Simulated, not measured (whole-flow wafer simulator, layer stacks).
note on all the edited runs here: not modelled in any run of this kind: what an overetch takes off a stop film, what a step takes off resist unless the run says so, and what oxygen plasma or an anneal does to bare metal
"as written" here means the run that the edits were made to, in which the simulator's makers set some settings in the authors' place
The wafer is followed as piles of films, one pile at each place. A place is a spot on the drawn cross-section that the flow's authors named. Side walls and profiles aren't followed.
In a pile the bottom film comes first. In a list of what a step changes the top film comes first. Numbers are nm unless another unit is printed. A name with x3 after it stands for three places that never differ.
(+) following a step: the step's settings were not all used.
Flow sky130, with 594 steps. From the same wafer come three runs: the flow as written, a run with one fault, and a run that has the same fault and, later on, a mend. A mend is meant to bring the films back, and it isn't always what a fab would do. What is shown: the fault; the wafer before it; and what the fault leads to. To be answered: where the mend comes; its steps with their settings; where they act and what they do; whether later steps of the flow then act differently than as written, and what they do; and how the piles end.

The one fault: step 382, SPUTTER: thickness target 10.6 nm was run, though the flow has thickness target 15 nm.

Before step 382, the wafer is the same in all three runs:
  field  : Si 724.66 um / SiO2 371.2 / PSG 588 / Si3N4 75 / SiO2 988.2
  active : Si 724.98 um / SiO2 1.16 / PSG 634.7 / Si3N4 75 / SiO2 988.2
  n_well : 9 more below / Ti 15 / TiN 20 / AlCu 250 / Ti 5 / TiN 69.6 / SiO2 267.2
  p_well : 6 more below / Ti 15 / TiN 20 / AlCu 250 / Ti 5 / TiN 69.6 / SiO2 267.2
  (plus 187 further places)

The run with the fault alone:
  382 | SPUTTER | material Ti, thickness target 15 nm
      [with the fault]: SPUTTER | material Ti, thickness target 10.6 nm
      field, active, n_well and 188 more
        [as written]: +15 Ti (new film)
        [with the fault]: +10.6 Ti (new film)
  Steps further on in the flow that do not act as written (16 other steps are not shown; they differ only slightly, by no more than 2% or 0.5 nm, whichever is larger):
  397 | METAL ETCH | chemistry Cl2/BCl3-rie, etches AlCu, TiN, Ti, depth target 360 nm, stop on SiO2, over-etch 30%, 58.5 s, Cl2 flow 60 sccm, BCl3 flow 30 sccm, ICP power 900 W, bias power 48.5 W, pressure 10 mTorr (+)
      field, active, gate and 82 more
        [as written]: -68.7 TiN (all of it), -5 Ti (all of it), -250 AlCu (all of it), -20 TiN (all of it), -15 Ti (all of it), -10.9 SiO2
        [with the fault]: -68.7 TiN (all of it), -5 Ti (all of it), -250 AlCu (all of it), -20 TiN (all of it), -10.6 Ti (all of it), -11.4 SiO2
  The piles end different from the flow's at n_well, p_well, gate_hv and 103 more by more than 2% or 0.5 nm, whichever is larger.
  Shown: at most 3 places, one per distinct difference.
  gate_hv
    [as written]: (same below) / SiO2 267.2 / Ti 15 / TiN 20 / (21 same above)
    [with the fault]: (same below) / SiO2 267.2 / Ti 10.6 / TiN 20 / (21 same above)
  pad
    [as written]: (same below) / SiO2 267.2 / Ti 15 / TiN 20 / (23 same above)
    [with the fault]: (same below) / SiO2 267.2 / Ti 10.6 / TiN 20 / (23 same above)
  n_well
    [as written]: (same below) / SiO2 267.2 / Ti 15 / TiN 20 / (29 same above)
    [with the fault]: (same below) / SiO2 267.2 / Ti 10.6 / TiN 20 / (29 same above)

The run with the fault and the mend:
  The mend follows step 382.
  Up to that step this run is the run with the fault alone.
  382a | SPUTTER | material Ti, thickness target 4.4 nm (a further turn of the flow's step 382, with different settings)
      field, active, n_well and 188 more
        +4.4 Ti
  Every later step of the flow that is run acts as written at every place that is followed.
  By the end, the piles equal the flow's at every place that both follow.
